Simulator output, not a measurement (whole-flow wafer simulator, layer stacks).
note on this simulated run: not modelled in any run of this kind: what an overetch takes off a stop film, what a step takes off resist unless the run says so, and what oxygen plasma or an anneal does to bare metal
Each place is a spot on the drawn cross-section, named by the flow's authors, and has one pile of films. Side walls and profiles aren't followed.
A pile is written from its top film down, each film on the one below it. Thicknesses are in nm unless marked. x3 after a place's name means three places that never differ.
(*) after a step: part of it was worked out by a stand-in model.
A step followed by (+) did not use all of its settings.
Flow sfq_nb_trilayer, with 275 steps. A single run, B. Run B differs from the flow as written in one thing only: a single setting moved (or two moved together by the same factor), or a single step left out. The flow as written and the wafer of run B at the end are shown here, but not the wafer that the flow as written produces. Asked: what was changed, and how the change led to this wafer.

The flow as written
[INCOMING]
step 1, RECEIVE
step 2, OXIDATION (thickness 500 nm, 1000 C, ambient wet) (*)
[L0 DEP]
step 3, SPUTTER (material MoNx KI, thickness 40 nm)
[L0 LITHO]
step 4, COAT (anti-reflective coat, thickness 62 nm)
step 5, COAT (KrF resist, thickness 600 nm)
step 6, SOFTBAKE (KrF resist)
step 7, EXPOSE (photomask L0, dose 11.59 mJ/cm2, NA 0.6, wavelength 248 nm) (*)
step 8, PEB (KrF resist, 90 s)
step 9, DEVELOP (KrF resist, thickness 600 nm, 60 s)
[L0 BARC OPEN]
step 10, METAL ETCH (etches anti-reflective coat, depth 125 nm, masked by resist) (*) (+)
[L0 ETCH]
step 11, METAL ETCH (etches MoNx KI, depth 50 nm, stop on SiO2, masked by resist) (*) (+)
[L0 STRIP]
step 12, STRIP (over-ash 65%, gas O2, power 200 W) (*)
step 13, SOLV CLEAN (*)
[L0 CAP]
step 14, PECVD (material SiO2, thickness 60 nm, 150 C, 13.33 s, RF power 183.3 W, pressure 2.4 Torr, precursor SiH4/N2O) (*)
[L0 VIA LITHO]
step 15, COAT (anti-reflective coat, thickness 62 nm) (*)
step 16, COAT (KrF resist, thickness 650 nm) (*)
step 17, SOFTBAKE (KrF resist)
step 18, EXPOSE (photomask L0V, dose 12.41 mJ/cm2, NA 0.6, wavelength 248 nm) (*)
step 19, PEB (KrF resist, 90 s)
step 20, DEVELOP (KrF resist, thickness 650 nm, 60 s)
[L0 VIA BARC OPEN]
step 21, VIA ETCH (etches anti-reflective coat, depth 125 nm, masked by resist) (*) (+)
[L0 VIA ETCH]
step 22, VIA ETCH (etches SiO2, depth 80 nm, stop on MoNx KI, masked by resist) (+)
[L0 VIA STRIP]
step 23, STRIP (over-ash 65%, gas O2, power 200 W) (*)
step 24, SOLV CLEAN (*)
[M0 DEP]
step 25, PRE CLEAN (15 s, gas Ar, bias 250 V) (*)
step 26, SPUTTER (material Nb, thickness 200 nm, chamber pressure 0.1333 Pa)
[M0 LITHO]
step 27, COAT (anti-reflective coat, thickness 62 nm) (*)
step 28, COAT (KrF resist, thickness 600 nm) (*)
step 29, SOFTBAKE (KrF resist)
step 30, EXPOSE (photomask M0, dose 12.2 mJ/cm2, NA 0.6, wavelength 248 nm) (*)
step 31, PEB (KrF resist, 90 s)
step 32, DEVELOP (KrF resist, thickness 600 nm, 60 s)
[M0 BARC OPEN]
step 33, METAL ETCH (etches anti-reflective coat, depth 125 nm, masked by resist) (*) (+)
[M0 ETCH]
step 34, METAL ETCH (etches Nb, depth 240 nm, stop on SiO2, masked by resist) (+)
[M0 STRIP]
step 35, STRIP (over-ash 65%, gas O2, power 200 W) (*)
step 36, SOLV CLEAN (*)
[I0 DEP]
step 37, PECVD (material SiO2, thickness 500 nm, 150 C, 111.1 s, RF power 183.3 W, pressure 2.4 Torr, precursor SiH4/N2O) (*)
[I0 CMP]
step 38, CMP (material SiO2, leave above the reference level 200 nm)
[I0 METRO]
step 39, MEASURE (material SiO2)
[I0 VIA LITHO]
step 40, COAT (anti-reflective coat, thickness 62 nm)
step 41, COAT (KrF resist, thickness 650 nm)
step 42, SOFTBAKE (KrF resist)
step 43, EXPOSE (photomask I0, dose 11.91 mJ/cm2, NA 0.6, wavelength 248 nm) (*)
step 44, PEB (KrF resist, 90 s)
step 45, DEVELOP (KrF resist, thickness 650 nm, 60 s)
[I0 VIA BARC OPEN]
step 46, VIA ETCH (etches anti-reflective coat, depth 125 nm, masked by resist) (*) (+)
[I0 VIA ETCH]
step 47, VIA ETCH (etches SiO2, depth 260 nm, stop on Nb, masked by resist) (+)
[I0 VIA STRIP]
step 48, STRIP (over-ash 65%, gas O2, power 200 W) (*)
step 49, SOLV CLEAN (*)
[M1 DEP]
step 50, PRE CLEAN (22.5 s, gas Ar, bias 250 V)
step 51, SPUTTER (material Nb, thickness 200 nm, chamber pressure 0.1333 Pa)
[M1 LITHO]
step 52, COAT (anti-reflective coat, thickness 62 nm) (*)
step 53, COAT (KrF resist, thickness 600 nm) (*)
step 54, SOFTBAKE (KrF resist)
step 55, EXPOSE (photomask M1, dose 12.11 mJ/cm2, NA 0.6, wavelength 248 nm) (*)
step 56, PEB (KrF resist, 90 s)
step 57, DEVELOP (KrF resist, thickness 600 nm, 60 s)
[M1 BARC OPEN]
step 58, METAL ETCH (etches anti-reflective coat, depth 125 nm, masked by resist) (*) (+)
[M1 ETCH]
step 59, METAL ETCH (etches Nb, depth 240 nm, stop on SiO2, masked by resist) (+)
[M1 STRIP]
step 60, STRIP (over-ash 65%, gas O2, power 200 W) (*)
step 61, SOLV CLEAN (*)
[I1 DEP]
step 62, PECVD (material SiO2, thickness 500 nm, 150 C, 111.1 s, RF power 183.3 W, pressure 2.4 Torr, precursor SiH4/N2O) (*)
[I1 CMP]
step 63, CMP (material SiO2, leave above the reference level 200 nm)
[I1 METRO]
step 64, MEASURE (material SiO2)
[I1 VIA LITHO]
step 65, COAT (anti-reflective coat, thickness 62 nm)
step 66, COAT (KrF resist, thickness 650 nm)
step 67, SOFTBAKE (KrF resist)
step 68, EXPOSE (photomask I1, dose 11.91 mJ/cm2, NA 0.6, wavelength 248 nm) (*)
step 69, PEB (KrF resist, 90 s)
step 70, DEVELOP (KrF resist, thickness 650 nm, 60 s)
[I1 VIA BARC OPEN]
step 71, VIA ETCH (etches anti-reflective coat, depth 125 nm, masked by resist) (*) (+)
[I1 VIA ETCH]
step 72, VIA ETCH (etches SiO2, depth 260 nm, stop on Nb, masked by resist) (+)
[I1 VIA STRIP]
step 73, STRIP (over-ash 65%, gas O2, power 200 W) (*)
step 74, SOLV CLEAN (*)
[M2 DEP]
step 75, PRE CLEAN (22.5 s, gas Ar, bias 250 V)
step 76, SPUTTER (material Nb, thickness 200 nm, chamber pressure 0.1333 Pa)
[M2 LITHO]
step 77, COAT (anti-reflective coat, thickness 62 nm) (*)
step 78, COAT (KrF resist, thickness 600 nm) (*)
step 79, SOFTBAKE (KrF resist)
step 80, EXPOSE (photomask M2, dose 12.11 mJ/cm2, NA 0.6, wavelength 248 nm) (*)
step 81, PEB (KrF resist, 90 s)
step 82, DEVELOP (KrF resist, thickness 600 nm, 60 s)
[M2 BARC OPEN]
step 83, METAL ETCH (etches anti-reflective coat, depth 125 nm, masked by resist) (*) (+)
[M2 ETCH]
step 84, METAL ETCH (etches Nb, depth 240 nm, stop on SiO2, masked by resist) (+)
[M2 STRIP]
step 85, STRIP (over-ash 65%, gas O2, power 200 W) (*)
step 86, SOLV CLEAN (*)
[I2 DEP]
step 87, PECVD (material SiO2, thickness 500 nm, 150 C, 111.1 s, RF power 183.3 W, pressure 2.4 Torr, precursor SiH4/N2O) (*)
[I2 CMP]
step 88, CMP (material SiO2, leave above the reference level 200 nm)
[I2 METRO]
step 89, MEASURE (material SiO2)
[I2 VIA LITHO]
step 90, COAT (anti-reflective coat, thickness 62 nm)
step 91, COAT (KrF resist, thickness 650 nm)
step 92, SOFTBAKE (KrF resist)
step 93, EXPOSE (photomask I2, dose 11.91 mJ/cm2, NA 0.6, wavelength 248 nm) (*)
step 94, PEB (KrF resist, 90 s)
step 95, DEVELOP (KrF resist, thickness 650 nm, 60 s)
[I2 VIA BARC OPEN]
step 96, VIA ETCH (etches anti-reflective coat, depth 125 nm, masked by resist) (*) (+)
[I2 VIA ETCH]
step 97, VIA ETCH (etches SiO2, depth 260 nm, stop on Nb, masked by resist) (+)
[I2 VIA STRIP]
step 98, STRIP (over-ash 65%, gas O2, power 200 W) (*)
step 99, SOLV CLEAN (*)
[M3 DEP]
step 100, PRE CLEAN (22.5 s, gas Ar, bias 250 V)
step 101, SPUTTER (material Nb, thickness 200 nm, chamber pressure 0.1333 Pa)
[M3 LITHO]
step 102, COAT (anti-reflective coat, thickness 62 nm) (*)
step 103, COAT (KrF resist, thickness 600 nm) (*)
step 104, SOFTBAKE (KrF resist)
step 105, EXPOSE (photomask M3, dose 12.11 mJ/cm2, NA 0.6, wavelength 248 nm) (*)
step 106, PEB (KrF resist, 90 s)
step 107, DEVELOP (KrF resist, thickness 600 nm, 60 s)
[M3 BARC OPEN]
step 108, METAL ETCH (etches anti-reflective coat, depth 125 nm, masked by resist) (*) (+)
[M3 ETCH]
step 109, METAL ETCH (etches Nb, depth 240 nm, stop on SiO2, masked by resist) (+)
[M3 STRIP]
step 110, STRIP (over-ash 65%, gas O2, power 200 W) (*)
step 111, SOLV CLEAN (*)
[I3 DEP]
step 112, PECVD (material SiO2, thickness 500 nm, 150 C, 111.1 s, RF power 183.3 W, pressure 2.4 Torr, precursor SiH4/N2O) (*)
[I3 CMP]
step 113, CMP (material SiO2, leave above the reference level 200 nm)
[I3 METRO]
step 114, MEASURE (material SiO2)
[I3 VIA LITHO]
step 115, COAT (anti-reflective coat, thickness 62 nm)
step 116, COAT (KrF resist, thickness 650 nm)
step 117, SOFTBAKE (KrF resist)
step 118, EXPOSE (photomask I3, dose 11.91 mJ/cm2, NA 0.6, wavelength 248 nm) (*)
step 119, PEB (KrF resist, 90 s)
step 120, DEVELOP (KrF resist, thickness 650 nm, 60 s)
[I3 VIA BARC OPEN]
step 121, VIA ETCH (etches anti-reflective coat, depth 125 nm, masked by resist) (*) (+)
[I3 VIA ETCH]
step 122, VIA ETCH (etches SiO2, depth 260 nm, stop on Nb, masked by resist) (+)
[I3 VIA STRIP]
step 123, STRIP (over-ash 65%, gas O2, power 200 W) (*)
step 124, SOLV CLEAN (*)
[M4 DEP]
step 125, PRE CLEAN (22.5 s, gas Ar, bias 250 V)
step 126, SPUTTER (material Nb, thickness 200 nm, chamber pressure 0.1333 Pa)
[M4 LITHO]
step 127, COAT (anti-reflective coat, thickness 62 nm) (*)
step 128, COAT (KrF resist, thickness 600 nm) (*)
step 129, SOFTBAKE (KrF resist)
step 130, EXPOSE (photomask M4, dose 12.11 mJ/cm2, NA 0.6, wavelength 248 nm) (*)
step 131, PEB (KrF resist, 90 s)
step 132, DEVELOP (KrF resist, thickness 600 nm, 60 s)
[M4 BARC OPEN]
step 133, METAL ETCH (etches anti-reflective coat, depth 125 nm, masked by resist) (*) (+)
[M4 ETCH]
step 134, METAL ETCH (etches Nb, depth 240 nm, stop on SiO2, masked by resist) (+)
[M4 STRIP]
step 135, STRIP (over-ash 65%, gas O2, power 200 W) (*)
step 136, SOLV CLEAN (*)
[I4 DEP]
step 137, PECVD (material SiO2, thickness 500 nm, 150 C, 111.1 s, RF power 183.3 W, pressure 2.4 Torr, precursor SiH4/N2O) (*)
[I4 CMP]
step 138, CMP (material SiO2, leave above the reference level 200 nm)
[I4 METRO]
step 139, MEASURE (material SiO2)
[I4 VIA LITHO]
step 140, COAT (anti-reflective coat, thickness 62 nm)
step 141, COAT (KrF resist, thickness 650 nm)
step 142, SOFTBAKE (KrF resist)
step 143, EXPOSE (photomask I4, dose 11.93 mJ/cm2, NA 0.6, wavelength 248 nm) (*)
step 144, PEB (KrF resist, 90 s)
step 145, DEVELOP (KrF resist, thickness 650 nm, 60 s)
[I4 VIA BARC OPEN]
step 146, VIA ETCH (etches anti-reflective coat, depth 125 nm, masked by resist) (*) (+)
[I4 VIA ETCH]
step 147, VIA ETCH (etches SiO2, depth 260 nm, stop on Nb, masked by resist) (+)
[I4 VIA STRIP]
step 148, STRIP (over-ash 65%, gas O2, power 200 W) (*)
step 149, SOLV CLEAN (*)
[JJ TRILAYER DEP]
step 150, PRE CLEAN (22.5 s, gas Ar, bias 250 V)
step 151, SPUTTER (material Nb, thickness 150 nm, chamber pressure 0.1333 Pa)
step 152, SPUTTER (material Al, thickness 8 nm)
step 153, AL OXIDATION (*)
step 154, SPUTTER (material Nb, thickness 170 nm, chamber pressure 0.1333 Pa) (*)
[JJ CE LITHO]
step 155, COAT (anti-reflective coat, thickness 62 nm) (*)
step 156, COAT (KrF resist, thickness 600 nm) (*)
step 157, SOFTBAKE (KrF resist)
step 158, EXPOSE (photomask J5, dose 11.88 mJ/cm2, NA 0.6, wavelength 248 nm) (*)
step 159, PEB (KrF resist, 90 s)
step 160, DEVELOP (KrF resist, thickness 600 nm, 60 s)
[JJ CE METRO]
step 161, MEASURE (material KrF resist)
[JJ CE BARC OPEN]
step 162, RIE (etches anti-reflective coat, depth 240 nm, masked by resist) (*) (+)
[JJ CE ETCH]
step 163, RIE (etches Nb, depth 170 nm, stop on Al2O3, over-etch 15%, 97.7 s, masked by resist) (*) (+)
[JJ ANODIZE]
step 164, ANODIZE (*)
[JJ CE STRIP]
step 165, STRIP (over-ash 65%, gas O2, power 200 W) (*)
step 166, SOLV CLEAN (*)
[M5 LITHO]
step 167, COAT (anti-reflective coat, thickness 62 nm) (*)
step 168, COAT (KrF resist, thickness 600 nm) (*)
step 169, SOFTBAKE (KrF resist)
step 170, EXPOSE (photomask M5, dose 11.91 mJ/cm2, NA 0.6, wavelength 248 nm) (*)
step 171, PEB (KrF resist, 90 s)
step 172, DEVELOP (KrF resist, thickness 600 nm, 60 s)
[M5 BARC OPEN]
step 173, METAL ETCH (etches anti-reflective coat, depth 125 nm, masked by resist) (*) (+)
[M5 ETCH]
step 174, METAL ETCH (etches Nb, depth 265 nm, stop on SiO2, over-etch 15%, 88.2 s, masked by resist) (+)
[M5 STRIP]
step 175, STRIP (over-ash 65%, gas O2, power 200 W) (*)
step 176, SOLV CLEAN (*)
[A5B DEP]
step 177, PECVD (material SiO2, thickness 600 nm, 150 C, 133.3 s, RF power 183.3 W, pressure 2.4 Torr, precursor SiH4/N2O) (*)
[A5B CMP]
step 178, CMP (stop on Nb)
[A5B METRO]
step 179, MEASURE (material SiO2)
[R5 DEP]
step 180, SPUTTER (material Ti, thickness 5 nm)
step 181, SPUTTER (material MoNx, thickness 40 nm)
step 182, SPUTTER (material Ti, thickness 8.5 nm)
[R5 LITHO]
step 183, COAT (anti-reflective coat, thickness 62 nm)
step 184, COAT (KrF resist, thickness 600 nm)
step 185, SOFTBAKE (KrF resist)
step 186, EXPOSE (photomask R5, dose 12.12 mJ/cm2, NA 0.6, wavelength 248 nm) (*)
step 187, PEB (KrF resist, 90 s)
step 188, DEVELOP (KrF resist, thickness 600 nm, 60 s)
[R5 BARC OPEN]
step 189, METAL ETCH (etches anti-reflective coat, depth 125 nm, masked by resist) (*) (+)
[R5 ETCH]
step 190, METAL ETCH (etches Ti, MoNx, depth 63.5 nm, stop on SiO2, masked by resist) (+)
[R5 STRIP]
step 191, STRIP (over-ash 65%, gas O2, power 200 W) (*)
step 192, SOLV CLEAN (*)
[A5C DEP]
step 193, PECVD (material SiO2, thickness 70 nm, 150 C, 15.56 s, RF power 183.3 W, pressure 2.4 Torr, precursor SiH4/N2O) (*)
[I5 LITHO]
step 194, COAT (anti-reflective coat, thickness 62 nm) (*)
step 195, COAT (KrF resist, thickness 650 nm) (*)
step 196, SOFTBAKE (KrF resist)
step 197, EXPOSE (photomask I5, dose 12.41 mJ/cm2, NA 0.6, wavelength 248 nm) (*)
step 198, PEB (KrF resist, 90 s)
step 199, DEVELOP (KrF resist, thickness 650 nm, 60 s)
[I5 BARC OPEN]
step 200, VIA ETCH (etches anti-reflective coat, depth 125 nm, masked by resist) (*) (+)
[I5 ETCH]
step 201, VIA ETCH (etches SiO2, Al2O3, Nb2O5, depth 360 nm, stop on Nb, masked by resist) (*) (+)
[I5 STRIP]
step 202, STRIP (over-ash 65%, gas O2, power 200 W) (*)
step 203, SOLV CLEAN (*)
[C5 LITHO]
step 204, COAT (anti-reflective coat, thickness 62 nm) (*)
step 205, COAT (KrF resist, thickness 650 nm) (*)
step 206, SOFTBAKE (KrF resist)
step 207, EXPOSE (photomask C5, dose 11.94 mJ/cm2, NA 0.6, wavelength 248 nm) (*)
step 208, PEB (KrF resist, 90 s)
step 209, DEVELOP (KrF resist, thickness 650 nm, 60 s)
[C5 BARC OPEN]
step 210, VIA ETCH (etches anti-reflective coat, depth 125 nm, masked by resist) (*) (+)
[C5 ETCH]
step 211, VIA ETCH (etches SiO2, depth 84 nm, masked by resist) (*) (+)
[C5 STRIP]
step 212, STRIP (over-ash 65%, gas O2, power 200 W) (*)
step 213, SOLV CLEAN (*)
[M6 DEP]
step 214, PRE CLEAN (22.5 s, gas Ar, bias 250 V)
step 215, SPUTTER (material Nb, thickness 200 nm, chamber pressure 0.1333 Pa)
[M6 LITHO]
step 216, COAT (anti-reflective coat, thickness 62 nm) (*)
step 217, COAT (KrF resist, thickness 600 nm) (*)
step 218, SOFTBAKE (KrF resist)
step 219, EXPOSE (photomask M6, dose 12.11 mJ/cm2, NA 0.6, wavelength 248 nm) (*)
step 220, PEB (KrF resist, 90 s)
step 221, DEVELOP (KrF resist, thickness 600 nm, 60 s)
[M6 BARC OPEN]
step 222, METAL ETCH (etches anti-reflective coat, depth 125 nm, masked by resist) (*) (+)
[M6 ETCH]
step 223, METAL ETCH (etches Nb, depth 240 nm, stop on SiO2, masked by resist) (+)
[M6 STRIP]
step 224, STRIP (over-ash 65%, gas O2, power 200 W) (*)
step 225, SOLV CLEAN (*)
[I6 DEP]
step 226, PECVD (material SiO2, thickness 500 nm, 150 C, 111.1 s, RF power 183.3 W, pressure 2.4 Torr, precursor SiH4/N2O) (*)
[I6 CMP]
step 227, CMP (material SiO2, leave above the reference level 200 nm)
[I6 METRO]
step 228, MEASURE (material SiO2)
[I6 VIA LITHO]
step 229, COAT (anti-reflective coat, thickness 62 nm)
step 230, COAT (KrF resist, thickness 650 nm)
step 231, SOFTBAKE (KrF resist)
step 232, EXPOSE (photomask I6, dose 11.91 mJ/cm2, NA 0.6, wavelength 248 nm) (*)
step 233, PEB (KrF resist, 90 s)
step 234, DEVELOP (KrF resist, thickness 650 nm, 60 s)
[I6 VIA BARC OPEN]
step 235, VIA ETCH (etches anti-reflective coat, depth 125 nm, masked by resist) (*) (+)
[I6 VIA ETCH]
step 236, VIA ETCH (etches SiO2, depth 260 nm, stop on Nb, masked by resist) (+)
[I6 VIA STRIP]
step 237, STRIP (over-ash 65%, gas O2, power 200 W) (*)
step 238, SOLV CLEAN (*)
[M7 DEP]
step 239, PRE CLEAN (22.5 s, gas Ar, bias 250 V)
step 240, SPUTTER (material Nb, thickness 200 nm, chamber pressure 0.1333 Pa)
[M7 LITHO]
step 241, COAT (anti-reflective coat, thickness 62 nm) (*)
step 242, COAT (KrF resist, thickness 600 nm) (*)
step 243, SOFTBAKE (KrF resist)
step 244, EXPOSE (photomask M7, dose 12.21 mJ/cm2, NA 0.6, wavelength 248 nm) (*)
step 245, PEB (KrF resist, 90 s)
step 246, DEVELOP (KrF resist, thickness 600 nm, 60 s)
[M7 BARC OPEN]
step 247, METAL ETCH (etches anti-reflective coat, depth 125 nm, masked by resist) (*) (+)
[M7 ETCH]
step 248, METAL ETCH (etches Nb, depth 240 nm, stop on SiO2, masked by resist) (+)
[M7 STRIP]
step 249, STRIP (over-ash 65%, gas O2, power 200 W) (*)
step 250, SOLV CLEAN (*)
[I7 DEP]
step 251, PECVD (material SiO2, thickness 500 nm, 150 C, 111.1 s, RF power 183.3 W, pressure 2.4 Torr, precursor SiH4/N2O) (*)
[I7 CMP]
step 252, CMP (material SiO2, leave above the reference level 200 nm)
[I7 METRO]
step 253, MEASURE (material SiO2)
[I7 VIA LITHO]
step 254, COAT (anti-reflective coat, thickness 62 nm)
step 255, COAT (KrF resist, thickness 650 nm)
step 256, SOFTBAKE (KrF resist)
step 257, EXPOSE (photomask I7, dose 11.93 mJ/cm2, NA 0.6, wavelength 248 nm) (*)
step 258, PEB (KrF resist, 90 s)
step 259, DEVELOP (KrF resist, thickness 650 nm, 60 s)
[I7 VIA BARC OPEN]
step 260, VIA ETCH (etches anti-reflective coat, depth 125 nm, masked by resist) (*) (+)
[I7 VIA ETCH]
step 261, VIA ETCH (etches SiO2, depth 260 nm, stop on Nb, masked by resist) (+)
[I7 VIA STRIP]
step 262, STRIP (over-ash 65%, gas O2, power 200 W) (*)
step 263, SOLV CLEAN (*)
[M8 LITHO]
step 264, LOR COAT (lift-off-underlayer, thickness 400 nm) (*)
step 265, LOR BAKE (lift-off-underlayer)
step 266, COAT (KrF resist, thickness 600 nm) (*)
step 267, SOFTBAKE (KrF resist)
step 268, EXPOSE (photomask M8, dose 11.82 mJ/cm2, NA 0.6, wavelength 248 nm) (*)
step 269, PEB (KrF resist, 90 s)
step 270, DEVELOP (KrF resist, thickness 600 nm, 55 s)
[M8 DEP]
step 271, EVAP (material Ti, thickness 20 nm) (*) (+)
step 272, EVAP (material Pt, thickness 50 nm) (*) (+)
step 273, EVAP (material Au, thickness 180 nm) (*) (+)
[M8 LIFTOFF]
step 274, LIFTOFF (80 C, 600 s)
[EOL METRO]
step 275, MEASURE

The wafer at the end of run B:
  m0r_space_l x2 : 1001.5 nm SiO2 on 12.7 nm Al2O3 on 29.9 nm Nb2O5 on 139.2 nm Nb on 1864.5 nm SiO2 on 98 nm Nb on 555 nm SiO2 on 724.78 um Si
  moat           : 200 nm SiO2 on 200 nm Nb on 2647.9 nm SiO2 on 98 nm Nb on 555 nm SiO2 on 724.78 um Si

What caused this: step 34, METAL ETCH: depth 102 nm was run, while the flow as written has depth 240 nm.

How this came from the change, step by step:
  step 34, METAL ETCH (etches Nb, depth 240 nm, stop on SiO2, masked by resist) (+)
      moat, m0r_space_l x2: -102 Nb (it would be, as written: -200 Nb (all of it))
      field_l, v_sur, via_wl and 100 more: -60 KrF resist (it would be, as written: -141.2 KrF resist)
  step 35, STRIP (over-ash 65%, gas O2, power 200 W) (*)
      p4_fl, p4_fm, p4_w1 and 68 more: -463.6 KrF resist (all of it), -62 anti-reflective coat (all of it) (it would be, as written: -382.4 KrF resist (all of it), -62 anti-reflective coat (all of it))
      c5j, ce_r, sp_r, be_r, r_sur, res: -470.2 KrF resist (all of it), -63.6 anti-reflective coat (all of it) (it would be, as written: -389 KrF resist (all of it), -63.6 anti-reflective coat (all of it))
      (as well as at 26 more places)
  step 37, PECVD (material SiO2, thickness 500 nm, 150 C, 111.1 s, RF power 183.3 W, pressure 2.4 Torr, precursor SiH4/N2O) (*)
      moat, m0r_space_l x2: +500 SiO2 (new film) (it would be, as written: +557.1 SiO2)
  step 38, CMP (material SiO2, leave above the reference level 200 nm)
      moat, m0r_space_l x2: -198 SiO2 (it would be, as written: -157.1 SiO2)
Taking metal films that touch as one body, m0r_space_l x2 has 2 bodies (between them, from the top down: SiO2 1864.5); the flow as written gives 1 body.
Taking metal films that touch as one body, moat has 2 bodies (between them, from the top down: SiO2 2647.9); the flow as written gives 1 body.
